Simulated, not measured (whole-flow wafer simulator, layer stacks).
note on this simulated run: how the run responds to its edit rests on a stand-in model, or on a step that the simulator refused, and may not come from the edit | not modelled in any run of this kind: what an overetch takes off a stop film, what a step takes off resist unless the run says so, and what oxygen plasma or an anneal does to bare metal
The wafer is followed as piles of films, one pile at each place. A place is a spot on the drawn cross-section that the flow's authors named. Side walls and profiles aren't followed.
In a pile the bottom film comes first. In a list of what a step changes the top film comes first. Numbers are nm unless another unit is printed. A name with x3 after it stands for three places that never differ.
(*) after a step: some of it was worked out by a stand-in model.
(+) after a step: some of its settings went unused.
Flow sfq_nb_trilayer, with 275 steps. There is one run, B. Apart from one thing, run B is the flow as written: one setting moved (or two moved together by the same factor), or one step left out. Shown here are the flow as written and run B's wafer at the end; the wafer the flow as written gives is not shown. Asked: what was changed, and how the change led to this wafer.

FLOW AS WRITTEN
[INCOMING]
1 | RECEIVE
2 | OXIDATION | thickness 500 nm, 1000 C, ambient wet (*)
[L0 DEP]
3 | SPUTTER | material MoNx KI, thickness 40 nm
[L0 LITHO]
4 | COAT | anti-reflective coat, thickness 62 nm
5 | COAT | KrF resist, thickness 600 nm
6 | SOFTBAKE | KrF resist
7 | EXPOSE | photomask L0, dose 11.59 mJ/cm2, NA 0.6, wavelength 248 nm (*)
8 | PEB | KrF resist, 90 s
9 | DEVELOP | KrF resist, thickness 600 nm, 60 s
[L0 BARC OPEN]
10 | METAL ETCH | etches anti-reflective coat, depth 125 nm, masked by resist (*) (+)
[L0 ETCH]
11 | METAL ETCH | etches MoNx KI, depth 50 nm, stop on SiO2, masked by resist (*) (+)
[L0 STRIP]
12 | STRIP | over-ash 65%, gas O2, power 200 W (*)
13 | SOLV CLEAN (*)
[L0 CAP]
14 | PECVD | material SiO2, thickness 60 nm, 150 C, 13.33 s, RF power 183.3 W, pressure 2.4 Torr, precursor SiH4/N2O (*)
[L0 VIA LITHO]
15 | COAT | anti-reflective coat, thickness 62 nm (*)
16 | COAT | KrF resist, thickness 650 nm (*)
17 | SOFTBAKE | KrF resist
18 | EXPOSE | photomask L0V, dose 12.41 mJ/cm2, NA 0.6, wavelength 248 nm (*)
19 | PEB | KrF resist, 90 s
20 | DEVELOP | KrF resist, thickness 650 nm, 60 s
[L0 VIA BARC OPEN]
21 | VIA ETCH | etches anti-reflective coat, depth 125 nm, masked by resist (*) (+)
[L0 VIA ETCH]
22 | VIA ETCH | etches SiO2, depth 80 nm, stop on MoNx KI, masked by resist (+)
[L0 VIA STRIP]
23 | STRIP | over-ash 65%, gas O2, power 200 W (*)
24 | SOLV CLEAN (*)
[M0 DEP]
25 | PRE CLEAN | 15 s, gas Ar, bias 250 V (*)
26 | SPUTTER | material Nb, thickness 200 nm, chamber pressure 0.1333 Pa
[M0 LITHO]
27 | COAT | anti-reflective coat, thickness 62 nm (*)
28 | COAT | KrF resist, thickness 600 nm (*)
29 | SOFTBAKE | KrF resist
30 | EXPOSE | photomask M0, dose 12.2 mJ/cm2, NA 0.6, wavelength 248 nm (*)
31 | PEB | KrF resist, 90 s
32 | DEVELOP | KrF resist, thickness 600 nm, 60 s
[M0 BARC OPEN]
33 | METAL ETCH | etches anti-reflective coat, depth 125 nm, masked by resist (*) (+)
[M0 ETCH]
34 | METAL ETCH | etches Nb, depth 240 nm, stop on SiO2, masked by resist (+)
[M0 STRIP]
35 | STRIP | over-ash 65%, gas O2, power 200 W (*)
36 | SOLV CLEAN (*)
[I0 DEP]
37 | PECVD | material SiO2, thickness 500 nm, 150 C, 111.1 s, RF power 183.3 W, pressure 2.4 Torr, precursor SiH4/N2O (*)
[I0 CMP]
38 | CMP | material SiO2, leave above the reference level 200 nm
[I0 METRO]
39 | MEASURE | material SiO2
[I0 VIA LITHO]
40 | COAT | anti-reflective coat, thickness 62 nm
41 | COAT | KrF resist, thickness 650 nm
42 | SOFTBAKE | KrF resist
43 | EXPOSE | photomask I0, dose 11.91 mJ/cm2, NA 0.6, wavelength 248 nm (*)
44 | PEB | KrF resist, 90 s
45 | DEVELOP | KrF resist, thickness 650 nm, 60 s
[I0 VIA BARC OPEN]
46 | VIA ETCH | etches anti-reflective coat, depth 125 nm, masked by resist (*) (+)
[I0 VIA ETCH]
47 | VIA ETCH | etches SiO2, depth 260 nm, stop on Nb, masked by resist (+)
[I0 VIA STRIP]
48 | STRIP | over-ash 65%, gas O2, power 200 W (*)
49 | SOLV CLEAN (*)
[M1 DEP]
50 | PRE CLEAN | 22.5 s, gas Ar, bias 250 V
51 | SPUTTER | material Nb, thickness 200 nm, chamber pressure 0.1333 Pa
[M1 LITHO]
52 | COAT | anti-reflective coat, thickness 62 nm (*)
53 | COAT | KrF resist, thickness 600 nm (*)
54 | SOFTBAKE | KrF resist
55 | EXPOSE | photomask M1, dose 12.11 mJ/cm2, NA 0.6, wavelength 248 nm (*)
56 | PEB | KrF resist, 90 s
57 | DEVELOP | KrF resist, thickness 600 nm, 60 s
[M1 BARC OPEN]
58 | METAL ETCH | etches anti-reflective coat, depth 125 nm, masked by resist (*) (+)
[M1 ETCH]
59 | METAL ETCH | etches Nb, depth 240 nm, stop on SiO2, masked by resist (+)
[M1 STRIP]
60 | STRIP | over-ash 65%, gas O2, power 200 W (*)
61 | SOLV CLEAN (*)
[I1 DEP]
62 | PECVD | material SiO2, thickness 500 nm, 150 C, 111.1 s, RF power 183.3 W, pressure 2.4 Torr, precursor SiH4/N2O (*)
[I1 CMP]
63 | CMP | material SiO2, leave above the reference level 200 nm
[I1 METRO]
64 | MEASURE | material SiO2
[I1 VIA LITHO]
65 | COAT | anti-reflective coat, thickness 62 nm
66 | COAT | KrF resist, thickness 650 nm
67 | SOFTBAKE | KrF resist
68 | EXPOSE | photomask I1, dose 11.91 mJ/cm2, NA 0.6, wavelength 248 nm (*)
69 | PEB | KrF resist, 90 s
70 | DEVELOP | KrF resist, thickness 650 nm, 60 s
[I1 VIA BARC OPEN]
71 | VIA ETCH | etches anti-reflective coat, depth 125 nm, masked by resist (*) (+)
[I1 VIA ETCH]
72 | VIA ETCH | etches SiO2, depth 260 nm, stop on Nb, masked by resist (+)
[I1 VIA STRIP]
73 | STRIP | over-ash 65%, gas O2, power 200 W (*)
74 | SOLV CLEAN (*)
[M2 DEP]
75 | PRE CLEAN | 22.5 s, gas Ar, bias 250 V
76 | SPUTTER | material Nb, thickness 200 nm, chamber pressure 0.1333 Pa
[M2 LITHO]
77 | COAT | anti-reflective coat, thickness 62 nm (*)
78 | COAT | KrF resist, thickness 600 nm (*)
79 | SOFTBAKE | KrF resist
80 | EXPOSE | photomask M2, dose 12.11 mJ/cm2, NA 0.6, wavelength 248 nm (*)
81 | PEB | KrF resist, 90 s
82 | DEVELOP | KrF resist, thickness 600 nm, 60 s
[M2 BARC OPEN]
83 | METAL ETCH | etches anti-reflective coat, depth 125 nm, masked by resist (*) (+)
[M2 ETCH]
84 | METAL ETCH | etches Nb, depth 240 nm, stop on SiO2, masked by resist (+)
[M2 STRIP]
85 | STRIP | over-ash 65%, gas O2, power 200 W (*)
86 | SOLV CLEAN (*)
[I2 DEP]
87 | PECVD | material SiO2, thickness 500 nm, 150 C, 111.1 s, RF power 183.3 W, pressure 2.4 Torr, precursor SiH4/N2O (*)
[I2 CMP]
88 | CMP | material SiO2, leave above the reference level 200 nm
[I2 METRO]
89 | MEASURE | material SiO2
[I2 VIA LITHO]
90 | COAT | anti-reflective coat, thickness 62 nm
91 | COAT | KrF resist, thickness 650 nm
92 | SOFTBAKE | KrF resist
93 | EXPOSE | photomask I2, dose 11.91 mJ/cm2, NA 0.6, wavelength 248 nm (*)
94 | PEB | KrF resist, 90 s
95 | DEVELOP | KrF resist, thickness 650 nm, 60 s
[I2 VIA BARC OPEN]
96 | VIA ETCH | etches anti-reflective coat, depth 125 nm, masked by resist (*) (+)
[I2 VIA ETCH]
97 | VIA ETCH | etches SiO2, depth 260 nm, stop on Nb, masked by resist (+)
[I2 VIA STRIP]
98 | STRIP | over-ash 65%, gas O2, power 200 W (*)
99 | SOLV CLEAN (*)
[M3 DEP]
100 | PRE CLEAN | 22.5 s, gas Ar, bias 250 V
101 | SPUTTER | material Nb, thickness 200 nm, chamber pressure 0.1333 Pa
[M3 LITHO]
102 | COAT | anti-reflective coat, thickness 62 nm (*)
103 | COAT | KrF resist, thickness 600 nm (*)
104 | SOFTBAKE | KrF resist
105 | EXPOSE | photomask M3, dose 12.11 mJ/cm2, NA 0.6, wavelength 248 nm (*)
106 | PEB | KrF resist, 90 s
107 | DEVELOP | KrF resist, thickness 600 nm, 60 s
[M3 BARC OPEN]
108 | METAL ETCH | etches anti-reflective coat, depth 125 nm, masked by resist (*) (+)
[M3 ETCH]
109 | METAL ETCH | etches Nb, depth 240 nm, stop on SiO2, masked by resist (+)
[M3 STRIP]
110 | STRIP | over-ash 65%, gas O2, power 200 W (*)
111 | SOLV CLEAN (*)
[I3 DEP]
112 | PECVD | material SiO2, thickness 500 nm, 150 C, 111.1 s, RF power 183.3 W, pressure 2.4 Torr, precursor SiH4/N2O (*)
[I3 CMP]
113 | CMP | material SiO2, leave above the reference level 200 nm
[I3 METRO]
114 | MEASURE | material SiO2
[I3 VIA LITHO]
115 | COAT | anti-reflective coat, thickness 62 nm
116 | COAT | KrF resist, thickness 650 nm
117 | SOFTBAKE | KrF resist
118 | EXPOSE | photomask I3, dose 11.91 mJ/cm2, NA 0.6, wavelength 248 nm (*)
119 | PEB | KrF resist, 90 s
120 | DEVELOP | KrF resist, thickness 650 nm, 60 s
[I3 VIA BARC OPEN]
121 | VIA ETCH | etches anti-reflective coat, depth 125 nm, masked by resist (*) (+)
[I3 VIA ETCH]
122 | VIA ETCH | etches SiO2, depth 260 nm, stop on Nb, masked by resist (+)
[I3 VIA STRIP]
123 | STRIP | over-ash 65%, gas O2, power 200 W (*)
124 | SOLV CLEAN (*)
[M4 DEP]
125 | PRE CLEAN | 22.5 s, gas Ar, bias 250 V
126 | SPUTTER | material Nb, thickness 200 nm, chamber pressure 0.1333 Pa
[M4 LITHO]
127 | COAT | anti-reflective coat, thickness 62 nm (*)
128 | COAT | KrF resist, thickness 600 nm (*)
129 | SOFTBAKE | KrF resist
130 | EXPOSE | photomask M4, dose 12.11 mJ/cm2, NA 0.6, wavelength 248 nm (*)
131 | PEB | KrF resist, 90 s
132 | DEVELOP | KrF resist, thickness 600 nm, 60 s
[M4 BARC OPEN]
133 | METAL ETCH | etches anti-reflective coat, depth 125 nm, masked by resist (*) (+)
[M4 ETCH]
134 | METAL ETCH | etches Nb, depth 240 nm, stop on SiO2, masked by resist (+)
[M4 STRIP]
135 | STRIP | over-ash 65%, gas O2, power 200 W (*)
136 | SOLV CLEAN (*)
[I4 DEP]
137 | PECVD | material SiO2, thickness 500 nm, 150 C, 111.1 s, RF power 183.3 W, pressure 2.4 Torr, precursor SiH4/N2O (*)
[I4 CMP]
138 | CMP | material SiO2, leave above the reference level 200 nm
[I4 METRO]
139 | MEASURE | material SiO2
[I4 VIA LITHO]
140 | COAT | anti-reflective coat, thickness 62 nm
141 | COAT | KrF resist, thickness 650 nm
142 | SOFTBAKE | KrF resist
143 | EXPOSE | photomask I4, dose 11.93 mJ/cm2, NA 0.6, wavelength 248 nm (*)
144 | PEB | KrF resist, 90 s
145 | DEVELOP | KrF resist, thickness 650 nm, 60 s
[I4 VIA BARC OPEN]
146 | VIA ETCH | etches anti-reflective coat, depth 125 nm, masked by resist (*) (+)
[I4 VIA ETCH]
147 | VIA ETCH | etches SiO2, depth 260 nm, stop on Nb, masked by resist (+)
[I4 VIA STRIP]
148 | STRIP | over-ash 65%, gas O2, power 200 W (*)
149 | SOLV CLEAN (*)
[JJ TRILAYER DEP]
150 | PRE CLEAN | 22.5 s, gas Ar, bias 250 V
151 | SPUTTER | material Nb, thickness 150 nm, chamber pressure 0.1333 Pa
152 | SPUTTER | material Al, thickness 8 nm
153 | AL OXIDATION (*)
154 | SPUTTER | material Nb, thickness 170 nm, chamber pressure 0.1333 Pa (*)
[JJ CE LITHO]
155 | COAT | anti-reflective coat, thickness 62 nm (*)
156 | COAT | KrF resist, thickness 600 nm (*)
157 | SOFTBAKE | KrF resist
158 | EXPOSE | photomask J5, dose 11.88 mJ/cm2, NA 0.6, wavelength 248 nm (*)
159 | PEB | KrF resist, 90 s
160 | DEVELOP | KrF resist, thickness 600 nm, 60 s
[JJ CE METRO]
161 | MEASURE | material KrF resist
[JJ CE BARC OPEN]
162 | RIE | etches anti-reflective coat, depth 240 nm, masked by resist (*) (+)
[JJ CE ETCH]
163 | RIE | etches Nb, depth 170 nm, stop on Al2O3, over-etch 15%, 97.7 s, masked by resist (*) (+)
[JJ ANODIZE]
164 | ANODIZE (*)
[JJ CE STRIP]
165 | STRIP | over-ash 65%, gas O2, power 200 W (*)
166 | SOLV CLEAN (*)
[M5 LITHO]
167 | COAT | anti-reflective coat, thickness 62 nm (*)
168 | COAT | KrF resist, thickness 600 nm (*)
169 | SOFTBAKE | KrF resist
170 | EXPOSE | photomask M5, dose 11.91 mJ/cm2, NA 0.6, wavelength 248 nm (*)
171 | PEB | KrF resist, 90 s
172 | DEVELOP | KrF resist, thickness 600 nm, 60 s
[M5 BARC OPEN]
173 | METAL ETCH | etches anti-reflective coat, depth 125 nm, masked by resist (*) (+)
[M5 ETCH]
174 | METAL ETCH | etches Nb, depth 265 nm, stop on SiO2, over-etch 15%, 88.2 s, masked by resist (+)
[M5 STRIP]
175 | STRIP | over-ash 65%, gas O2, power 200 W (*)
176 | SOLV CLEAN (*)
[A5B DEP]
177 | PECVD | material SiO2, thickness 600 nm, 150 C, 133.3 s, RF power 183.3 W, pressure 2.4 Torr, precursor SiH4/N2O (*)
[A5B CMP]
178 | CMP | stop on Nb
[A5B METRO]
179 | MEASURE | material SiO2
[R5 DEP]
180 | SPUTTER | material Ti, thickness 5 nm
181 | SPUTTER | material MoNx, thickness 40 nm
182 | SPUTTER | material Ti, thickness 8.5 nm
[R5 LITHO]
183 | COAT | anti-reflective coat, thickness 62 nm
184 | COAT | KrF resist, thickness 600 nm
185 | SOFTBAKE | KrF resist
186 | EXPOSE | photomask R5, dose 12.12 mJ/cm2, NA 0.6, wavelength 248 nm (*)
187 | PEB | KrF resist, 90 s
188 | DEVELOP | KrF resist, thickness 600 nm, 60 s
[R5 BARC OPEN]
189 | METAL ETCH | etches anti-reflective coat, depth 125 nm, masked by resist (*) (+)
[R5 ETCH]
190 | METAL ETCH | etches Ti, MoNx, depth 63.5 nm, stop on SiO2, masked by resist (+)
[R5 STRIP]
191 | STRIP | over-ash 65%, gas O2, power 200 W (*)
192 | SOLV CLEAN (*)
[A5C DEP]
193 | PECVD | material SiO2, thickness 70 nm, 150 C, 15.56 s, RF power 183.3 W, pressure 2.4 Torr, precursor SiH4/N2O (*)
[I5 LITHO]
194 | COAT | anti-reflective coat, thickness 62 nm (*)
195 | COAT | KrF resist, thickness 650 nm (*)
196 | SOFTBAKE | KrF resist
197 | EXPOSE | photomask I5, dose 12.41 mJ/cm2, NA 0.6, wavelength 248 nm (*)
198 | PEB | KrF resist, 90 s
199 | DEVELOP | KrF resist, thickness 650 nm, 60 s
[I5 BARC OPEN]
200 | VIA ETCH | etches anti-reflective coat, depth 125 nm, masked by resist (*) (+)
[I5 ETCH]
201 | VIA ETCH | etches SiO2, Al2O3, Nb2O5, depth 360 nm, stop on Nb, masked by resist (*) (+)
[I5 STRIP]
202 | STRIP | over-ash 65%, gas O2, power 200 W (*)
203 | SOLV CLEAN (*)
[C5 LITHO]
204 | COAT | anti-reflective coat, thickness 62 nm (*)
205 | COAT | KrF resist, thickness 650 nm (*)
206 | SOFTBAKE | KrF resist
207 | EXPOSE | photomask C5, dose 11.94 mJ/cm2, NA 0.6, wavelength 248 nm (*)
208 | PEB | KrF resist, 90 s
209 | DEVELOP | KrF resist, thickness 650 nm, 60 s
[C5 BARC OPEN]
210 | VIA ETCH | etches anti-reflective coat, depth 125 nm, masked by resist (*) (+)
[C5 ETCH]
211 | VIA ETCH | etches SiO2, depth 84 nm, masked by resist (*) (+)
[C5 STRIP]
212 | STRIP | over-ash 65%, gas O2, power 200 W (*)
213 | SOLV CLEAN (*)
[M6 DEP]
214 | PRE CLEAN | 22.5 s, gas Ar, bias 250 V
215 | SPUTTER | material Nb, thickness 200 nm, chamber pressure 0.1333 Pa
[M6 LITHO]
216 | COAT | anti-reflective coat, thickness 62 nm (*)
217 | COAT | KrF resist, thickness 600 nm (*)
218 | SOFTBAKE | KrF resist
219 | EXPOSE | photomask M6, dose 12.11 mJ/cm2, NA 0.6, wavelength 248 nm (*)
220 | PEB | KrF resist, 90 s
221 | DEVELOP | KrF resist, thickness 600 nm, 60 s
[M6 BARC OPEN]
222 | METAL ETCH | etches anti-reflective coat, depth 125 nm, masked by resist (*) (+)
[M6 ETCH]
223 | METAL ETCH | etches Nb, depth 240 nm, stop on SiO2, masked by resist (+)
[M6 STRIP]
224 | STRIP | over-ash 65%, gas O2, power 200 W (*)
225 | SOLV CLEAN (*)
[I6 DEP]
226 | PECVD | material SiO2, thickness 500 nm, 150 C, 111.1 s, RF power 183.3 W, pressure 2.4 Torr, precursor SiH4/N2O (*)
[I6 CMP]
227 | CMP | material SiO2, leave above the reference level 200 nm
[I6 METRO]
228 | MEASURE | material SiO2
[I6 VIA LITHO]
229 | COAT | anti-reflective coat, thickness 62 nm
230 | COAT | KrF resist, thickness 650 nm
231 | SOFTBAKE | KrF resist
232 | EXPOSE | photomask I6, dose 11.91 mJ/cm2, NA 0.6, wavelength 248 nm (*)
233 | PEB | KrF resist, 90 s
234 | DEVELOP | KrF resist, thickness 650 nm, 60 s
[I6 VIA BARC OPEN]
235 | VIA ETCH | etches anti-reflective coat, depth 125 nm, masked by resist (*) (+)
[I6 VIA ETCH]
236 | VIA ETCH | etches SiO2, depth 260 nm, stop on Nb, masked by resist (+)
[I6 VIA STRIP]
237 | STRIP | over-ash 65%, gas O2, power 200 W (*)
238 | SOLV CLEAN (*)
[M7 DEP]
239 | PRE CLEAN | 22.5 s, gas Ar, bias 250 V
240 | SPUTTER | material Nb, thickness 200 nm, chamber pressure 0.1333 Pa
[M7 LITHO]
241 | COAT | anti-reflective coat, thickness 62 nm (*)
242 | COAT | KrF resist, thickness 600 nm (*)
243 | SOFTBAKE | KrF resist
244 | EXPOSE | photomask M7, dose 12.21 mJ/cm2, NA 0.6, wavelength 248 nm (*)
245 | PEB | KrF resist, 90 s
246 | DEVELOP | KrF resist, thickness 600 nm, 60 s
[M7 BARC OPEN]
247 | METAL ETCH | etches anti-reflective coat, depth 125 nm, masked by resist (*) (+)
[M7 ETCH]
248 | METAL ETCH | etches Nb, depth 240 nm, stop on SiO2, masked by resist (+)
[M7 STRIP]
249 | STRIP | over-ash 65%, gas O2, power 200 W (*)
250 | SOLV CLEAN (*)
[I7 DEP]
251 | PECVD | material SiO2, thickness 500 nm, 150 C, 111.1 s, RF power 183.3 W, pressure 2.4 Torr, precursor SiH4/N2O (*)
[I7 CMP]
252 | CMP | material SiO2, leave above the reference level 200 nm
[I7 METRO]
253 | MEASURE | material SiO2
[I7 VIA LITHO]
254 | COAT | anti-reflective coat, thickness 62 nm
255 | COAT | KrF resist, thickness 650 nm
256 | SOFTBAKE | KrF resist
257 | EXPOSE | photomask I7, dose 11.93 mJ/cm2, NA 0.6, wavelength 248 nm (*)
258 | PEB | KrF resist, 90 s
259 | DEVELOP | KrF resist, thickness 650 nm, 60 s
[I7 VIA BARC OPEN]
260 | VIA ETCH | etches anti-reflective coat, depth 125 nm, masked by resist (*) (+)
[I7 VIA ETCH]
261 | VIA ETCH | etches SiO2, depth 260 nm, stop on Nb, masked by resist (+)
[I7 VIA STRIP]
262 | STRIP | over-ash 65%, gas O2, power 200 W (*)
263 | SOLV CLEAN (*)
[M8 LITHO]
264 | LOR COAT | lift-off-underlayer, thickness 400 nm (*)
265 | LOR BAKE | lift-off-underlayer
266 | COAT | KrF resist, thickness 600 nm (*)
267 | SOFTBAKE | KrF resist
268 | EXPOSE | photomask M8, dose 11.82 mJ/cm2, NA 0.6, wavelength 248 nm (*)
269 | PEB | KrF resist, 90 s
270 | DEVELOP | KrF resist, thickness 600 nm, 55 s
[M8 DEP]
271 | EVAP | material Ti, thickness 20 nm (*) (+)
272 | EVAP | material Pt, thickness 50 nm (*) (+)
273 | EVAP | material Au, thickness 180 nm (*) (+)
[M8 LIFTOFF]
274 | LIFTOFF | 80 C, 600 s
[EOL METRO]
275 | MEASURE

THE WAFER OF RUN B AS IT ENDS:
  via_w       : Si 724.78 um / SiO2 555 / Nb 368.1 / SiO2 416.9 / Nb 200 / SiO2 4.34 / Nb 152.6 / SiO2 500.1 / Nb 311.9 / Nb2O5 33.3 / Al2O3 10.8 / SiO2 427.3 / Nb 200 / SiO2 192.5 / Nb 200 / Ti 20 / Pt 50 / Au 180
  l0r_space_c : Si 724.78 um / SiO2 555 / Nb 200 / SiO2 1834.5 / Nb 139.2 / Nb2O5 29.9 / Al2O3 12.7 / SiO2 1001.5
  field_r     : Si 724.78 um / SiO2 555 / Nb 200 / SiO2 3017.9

What caused this: step 88, CMP: leave above the reference level 272 nm was run, while the flow as written has leave above the reference level 200 nm.

The path from the change to this, step by step:
  88 | CMP | material SiO2, leave above the reference level 200 nm
      field_l, be, be_sur and 81 more: SiO2 loses 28 (it would be, as written: SiO2 loses 100)
      v_sur, via_wl, via_w and 18 more: SiO2 loses 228 (it would be, as written: SiO2 loses 300)
      (also at 1 further place)
  97 | VIA ETCH | etches SiO2, depth 260 nm, stop on Nb, masked by resist (+)
      via_w: SiO2 loses 260 (it would be, as written: SiO2 loses 199.8 (all of it))
  100 | PRE CLEAN | 22.5 s, gas Ar, bias 250 V
      via_w: SiO2 loses 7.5 (it would be, as written: Nb loses 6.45)
  101 | SPUTTER | material Nb, thickness 200 nm, chamber pressure 0.1333 Pa
      via_w: Nb gains 152.6 (new film) (it would be, as written: Nb gains 165.5)
  102 | COAT | anti-reflective coat, thickness 62 nm (*)
      via_wl, via_wr: anti-reflective coat gains 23 (new film) (it would be, as written: anti-reflective coat gains 34.2 (new film))
      v_sur: anti-reflective coat gains 55.7 (new film) (it would be, as written: anti-reflective coat gains 61.1 (new film))
      (also at 2 further places)
  103 | COAT | KrF resist, thickness 600 nm (*)
      via_w: KrF resist gains 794 (new film) (it would be, as written: KrF resist gains 737.9 (new film))
  110 | STRIP | over-ash 65%, gas O2, power 200 W (*)
      v_sur: KrF resist loses 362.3 (all of it), anti-reflective coat loses 55.7 (all of it) (it would be, as written: KrF resist loses 365.3 (all of it), anti-reflective coat loses 61.1 (all of it))
      via_wl: KrF resist loses 383.9 (all of it), anti-reflective coat loses 23 (all of it) (it would be, as written: KrF resist loses 384.2 (all of it), anti-reflective coat loses 34.2 (all of it))
      (also at 3 further places)
  112 | PECVD | material SiO2, thickness 500 nm, 150 C, 111.1 s, RF power 183.3 W, pressure 2.4 Torr, precursor SiH4/N2O (*)
      via_w: SiO2 gains 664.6 (new film) (it would be, as written: SiO2 gains 615 (new film))
  113 | CMP | material SiO2, leave above the reference level 200 nm
      via_w: SiO2 loses 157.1 (it would be, as written: SiO2 loses 181.6)
With metal films that touch counted as one body, via_w has 6 bodies (between them, from the top down: SiO2 192.5; SiO2 427.3 / Al2O3 10.8 / Nb2O5 33.3; SiO2 500.1; SiO2 4.34; SiO2 416.9); the flow as written gives 5 bodies (between them, from the top down: SiO2 192.5; SiO2 427.3 / Al2O3 10.8 / Nb2O5 33.3; SiO2 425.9; SiO2 416.9).
